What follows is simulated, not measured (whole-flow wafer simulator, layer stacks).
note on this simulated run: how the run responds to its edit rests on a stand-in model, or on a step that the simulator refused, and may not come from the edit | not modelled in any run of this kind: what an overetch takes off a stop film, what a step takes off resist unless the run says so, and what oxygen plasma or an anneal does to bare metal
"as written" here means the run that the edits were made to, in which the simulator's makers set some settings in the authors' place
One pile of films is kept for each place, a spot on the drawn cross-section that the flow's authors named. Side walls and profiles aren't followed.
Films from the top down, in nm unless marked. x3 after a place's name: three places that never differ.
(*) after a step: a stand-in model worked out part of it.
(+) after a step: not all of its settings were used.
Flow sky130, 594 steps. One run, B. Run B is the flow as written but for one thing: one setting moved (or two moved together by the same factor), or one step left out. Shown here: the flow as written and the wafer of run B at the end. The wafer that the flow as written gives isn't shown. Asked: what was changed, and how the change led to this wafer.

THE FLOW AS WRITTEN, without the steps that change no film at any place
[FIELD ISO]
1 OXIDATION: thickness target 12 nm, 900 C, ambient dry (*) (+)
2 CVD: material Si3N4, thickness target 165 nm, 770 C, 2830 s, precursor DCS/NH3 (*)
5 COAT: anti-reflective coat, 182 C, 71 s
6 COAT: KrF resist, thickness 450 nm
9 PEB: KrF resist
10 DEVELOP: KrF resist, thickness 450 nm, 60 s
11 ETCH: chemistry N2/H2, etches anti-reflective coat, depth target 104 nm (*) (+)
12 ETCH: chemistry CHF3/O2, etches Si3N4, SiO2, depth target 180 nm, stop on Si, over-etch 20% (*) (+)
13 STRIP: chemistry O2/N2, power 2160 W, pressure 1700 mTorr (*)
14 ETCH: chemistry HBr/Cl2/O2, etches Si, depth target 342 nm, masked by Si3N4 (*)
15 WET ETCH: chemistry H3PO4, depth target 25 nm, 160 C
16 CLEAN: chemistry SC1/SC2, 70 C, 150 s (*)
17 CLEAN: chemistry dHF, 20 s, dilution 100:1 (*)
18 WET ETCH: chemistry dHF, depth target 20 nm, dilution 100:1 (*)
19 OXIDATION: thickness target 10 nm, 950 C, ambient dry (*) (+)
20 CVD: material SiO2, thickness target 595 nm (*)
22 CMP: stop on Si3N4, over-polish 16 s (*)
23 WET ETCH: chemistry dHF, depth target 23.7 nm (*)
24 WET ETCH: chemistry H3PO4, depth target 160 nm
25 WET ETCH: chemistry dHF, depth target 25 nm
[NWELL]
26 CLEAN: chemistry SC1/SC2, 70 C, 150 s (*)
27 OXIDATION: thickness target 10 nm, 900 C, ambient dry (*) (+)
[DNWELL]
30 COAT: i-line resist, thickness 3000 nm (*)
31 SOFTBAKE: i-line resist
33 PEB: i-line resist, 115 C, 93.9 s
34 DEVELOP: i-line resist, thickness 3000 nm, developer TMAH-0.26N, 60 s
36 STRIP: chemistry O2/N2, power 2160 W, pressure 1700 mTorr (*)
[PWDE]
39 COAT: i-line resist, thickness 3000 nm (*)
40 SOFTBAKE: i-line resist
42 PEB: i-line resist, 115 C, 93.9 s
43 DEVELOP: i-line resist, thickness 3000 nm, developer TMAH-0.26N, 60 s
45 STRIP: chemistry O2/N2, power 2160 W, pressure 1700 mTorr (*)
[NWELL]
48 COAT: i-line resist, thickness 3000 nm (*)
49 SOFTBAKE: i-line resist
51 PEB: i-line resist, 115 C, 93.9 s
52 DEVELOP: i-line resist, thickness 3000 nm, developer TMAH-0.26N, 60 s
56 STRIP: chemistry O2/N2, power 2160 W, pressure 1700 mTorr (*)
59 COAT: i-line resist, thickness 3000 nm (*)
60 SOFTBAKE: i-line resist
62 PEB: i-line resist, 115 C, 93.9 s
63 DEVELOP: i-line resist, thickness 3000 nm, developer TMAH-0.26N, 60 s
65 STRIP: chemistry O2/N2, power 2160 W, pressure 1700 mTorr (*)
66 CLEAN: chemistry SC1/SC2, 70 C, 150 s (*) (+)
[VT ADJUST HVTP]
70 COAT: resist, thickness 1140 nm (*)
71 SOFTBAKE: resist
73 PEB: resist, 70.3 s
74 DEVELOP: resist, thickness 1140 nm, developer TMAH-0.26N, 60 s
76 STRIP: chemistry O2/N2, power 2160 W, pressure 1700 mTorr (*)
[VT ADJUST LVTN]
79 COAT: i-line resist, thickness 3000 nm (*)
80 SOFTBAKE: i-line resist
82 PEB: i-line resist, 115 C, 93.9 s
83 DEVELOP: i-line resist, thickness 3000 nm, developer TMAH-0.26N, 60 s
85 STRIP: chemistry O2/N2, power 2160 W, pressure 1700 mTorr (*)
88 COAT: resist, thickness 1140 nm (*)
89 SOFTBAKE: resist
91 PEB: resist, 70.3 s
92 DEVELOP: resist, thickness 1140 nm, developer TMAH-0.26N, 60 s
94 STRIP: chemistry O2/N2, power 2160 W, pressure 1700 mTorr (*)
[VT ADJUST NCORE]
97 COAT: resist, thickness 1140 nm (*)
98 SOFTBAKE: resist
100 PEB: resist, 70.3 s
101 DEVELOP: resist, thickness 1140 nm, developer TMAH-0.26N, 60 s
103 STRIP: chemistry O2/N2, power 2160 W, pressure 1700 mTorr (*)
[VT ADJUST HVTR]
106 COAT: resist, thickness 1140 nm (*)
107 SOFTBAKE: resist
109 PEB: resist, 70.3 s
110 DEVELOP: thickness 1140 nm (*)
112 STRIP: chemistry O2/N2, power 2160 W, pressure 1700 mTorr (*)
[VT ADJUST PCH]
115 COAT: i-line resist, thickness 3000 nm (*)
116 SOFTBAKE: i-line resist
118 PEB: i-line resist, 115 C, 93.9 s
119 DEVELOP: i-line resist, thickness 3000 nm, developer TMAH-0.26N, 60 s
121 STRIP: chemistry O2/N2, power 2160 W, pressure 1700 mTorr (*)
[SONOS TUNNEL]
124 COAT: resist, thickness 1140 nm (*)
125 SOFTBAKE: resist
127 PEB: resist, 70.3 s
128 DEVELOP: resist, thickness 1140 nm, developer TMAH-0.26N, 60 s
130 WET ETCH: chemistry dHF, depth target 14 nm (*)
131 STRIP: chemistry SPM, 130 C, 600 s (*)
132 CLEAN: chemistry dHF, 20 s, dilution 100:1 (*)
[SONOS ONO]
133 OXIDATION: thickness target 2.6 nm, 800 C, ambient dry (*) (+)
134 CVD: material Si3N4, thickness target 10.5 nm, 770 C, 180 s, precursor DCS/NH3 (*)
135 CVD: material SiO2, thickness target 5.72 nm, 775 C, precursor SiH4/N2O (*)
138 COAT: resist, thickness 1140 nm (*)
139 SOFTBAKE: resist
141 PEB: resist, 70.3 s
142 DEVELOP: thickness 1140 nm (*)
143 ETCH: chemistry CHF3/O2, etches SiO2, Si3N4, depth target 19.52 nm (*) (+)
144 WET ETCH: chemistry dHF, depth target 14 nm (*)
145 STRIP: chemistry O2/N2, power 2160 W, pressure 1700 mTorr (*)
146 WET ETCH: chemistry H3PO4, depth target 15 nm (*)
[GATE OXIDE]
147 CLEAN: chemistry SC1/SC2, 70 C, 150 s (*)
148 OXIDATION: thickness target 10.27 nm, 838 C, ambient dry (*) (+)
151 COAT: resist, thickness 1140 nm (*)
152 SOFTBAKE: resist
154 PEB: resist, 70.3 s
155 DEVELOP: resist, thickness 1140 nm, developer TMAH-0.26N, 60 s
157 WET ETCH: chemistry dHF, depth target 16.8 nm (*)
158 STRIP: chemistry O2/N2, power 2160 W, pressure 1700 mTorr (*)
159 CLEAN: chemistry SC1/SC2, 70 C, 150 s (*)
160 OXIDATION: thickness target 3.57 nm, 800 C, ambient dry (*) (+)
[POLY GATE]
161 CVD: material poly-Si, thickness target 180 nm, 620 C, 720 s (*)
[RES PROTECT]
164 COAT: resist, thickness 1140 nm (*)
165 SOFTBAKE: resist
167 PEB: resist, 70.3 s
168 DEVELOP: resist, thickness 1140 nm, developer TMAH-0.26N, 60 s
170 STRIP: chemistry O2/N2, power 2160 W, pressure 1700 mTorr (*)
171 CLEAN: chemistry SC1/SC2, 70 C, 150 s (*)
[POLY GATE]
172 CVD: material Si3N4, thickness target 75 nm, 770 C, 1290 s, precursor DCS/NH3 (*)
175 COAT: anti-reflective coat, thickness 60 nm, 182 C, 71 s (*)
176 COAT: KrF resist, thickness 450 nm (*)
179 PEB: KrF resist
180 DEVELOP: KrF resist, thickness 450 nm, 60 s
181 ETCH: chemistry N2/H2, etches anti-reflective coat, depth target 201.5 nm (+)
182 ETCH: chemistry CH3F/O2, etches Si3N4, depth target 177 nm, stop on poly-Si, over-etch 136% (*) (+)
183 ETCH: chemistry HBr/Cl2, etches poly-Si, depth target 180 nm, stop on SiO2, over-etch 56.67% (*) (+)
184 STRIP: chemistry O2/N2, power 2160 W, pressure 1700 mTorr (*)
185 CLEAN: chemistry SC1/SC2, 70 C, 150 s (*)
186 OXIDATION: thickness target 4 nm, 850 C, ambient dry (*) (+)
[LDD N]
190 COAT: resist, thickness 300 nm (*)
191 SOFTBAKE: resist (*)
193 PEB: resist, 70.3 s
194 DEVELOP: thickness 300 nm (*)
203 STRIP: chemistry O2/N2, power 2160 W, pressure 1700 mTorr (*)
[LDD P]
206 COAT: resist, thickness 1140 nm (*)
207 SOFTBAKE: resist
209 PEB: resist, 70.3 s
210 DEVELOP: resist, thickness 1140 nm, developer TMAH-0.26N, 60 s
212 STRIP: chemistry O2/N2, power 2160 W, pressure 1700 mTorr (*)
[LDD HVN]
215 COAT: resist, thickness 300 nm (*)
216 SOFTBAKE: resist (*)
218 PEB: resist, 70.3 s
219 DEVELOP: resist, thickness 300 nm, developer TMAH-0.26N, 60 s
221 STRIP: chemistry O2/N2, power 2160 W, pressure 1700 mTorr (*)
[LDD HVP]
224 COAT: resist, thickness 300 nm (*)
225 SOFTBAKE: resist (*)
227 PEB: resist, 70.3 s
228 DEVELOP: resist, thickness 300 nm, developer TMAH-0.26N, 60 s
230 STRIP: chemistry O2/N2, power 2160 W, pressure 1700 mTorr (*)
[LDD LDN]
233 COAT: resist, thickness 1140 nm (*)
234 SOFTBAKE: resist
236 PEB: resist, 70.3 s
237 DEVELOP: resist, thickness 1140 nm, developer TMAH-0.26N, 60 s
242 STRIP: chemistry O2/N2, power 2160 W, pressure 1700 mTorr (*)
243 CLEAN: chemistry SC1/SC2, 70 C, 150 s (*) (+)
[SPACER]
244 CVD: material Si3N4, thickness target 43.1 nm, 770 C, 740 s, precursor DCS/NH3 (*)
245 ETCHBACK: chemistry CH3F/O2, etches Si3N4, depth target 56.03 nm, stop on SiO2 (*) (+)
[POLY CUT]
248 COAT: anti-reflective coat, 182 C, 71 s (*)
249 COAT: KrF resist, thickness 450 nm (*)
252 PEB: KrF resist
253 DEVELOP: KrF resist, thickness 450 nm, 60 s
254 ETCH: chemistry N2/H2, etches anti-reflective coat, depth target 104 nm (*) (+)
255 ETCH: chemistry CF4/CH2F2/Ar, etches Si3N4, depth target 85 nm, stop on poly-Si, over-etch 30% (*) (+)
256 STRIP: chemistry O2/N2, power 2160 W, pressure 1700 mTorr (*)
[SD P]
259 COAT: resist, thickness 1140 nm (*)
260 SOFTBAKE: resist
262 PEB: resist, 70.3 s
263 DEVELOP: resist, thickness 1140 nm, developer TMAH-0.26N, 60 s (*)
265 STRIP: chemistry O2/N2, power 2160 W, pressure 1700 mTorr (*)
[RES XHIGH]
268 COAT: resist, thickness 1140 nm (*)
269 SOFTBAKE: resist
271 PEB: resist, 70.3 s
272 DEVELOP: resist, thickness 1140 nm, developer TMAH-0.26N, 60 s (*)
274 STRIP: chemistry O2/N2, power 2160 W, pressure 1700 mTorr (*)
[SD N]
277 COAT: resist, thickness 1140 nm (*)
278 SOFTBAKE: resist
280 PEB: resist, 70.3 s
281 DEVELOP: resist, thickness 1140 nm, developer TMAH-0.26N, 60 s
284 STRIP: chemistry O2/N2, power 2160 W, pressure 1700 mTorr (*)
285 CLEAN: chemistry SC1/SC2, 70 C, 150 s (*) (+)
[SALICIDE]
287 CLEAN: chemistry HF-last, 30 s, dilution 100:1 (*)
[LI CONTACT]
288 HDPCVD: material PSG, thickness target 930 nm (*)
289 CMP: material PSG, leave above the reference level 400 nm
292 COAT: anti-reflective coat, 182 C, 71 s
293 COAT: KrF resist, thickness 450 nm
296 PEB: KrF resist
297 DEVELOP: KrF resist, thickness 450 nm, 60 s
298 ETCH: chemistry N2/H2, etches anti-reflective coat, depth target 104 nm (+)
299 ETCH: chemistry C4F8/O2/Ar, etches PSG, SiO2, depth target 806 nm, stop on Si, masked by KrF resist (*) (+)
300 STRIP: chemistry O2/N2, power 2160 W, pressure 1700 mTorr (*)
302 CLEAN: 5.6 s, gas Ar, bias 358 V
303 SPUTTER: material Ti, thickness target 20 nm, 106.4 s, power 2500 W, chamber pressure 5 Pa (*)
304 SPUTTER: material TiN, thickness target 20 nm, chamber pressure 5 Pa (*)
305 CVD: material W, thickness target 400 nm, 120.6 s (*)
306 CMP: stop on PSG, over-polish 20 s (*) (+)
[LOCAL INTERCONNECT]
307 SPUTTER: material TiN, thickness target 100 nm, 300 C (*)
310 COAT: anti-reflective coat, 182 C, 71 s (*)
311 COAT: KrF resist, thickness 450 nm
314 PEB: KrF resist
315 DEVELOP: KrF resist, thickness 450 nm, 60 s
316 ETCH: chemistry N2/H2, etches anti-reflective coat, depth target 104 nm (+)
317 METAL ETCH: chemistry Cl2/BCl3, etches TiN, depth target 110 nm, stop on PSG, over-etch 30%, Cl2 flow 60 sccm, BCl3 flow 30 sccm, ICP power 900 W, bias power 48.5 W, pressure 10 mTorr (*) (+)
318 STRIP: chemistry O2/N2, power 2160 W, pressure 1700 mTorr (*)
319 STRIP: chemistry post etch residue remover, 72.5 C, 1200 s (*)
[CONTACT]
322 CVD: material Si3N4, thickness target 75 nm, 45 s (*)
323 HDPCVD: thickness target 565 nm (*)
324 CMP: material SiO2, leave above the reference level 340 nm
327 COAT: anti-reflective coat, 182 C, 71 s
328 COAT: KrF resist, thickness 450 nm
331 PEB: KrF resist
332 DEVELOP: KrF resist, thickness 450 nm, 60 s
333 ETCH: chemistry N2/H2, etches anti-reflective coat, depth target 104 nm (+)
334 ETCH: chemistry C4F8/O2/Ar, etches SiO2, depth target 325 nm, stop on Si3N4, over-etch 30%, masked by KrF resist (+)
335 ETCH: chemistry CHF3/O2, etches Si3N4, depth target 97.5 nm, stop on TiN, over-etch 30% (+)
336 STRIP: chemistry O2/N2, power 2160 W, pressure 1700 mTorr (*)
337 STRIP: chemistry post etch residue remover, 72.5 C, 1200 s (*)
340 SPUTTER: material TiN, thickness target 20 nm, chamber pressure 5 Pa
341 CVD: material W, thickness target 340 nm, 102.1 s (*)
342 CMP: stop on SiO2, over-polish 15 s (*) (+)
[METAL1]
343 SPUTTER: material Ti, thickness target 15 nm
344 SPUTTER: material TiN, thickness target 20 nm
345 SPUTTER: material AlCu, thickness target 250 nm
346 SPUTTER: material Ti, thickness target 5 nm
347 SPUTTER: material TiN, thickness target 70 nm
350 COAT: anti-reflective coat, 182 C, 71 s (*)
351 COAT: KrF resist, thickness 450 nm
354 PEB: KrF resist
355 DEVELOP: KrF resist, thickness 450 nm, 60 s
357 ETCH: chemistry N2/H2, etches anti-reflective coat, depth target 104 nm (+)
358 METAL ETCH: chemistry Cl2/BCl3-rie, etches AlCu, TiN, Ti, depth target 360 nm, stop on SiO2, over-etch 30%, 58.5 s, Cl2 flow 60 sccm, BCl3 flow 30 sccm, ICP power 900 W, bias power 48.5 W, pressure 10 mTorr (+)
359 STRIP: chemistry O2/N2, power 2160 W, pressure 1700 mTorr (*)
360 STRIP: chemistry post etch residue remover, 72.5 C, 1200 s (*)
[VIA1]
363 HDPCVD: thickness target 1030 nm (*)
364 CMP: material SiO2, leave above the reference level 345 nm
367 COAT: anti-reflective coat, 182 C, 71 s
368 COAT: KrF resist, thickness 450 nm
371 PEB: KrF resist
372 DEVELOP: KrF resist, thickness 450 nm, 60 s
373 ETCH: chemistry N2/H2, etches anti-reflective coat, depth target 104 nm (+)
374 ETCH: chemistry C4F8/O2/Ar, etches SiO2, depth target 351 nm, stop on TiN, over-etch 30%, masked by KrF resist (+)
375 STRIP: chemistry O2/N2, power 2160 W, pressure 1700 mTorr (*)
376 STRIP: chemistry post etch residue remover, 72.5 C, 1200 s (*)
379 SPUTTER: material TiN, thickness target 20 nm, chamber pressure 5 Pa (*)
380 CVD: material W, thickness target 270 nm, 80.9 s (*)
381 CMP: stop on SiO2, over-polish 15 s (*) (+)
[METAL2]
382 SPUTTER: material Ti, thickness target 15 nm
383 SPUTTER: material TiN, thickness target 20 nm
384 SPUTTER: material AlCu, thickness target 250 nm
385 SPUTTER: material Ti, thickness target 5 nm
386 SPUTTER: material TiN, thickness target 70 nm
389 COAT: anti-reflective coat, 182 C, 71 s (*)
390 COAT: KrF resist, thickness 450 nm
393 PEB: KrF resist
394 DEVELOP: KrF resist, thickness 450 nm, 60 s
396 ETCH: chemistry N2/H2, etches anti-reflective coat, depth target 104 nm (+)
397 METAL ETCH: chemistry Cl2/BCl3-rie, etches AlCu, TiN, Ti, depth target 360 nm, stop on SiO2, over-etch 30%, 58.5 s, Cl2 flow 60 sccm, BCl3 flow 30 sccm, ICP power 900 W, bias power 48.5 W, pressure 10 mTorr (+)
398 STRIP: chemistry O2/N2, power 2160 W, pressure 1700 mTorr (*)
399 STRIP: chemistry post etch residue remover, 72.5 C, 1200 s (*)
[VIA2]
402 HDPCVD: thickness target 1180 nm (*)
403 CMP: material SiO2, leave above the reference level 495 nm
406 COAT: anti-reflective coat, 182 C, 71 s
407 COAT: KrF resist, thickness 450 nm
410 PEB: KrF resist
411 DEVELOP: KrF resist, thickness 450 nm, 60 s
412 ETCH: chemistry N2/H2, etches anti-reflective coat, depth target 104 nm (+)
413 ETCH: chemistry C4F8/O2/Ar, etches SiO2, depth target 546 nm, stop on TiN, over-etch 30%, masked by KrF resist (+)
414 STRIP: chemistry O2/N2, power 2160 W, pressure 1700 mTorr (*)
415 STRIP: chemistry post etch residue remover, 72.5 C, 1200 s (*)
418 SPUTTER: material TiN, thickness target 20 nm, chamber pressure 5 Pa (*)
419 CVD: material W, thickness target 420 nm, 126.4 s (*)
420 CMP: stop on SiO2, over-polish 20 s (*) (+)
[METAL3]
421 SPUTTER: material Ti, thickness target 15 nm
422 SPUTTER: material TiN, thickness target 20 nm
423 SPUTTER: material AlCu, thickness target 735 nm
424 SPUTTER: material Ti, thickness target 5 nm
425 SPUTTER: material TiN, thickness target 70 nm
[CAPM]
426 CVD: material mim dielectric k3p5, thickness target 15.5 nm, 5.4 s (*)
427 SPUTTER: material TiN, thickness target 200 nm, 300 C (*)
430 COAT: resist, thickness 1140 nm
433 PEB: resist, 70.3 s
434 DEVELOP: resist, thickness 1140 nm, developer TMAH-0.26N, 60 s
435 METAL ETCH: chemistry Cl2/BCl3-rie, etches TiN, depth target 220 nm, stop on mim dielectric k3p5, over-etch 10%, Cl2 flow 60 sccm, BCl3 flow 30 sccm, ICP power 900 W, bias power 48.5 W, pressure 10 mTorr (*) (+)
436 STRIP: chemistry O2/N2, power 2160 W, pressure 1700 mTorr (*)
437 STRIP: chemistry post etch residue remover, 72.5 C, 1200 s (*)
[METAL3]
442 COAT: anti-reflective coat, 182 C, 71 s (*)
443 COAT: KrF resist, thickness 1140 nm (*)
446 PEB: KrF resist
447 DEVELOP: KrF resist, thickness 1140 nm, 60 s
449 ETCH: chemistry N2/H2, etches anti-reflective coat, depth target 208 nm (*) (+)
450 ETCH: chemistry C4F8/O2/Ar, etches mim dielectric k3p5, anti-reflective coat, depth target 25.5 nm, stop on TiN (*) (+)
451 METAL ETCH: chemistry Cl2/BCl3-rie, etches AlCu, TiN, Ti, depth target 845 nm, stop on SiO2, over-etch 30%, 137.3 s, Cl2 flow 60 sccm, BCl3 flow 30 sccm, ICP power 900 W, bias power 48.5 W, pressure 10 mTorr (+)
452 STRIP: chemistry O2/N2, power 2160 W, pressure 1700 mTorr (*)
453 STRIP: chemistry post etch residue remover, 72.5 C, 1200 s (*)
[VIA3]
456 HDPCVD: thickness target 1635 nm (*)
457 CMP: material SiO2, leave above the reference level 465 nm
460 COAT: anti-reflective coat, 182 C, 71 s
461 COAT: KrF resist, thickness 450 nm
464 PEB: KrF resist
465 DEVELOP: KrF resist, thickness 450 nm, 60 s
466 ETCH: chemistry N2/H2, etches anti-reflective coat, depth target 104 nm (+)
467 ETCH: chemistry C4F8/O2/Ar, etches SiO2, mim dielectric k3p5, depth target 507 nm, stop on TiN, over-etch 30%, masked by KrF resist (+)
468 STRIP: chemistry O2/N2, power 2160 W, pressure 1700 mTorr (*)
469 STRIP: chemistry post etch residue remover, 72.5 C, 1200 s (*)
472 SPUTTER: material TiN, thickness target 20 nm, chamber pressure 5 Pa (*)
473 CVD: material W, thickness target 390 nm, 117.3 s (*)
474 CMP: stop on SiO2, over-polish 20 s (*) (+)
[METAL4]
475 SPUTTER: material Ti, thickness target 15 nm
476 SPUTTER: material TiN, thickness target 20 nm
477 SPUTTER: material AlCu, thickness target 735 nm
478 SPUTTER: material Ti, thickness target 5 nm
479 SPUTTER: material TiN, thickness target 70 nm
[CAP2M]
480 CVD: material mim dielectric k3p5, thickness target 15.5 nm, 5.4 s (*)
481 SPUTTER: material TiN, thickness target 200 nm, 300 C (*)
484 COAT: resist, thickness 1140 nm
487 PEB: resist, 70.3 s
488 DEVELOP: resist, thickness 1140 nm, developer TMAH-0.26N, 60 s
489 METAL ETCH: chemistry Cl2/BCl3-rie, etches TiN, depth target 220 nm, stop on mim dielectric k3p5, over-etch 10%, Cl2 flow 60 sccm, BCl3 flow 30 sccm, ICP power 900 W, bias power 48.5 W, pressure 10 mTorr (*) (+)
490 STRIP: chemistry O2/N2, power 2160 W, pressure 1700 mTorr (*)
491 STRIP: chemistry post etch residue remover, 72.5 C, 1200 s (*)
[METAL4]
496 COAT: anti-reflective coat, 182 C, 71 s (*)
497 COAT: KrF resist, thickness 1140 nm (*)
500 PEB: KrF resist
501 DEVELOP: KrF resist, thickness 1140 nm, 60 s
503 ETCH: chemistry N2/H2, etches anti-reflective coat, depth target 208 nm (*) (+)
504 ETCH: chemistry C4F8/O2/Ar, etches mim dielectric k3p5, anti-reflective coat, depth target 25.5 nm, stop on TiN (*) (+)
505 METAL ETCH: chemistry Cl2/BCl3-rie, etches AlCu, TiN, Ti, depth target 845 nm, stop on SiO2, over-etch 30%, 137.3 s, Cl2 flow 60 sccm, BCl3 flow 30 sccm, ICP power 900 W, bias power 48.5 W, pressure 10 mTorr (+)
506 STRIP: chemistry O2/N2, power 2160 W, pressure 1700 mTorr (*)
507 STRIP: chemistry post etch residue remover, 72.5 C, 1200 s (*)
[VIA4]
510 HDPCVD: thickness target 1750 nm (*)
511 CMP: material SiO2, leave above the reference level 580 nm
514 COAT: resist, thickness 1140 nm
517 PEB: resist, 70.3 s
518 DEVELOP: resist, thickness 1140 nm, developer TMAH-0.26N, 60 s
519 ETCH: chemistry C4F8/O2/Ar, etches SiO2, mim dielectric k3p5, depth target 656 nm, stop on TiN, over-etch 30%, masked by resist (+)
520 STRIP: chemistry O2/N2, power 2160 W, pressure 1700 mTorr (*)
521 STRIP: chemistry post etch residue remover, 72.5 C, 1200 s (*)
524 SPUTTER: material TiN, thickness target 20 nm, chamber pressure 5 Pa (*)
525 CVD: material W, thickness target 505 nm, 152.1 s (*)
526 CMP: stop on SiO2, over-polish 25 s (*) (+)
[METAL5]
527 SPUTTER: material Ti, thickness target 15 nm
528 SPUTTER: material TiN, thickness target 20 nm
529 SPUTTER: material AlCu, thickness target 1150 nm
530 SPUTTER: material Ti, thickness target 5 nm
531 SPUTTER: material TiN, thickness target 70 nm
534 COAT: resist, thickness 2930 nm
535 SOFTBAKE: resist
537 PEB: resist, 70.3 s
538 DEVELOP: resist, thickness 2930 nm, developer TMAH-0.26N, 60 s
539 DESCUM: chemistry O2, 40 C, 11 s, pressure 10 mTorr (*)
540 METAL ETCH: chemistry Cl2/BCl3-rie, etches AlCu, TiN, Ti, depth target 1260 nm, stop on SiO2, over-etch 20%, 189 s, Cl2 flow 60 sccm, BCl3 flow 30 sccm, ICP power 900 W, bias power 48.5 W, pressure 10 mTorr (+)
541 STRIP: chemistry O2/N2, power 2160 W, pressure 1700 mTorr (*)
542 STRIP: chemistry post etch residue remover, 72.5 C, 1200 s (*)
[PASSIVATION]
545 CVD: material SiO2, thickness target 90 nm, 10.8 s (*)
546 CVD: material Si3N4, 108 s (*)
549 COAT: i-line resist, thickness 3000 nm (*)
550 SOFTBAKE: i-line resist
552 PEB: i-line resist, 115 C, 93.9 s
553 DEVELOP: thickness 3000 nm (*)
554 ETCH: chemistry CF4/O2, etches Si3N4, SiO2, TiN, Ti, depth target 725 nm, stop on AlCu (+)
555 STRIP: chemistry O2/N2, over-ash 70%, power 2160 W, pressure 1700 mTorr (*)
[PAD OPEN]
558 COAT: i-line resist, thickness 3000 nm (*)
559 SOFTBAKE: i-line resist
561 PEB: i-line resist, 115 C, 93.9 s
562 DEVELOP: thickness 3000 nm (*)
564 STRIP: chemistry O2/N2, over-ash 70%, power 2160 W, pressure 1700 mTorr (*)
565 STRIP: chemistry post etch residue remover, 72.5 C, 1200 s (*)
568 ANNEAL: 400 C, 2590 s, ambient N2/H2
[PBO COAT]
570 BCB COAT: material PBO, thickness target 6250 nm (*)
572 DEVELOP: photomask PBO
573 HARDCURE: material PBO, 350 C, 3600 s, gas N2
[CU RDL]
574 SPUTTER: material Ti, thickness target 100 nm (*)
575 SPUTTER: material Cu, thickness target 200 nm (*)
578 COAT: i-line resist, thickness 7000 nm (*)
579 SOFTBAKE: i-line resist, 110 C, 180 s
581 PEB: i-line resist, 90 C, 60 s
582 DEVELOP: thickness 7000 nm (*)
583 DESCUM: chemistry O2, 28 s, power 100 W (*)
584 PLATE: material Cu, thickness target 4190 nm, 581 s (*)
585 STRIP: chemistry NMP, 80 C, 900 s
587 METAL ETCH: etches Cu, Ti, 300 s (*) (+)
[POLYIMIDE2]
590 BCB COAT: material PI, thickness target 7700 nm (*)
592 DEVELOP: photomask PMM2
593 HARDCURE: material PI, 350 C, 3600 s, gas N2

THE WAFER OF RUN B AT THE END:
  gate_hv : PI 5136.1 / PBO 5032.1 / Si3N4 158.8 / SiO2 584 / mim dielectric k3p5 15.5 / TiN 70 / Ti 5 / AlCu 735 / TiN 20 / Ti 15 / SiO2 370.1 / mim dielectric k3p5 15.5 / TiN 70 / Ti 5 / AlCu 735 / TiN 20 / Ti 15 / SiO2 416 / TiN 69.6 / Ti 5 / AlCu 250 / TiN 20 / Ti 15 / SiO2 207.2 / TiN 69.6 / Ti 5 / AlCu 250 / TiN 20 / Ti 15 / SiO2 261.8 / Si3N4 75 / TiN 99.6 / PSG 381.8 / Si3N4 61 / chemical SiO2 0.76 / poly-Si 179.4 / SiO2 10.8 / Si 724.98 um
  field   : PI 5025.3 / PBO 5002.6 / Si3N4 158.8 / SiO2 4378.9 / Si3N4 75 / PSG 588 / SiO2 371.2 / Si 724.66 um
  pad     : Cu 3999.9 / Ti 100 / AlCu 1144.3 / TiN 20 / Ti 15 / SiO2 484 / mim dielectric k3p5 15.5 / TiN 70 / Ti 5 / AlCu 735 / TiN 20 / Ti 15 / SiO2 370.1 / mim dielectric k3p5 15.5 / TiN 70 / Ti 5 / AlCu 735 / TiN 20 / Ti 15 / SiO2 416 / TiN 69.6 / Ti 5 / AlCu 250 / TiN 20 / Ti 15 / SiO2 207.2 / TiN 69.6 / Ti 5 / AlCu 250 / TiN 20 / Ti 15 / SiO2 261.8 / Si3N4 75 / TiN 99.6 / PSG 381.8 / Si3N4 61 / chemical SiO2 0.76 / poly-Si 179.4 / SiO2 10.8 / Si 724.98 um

The cause: step 364, CMP: leave above the reference level 285 nm was run, where the flow has leave above the reference level 345 nm.

How the change led to this, step by step:
  364 CMP: material SiO2, leave above the reference level 345 nm
      n_well, p_well, gate_hv and 100 more: SiO2 -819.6 (as written it would be: SiO2 -759.6)
      field, active, gate and 81 more: SiO2 -449.1 (as written it would be: SiO2 -389.1)
      (and at 4 more places)
  374 ETCH: chemistry C4F8/O2/Ar, etches SiO2, depth target 351 nm, stop on TiN, over-etch 30%, masked by KrF resist (+)
      field, active, n_well and 186 more: KrF resist -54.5 (as written it would be: KrF resist -70.1)
      m1, via1_hole: SiO2 -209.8 (all of it) (as written it would be: SiO2 -269.8 (all of it))
  375 STRIP: chemistry O2/N2, power 2160 W, pressure 1700 mTorr (*)
      field, active, n_well and 186 more: KrF resist -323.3 (all of it), anti-reflective coat -80 (all of it) (as written it would be: KrF resist -307.7 (all of it), anti-reflective coat -80 (all of it))
  379 SPUTTER: material TiN, thickness target 20 nm, chamber pressure 5 Pa (*)
      m1: TiN +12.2 (as written it would be: TiN +11)
      via1_hole: TiN +12.1 (as written it would be: TiN +10.9)
  380 CVD: material W, thickness target 270 nm, 80.9 s (*)
      m1, via1_hole: W +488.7 (new film) (as written it would be: W +549.9 (new film))
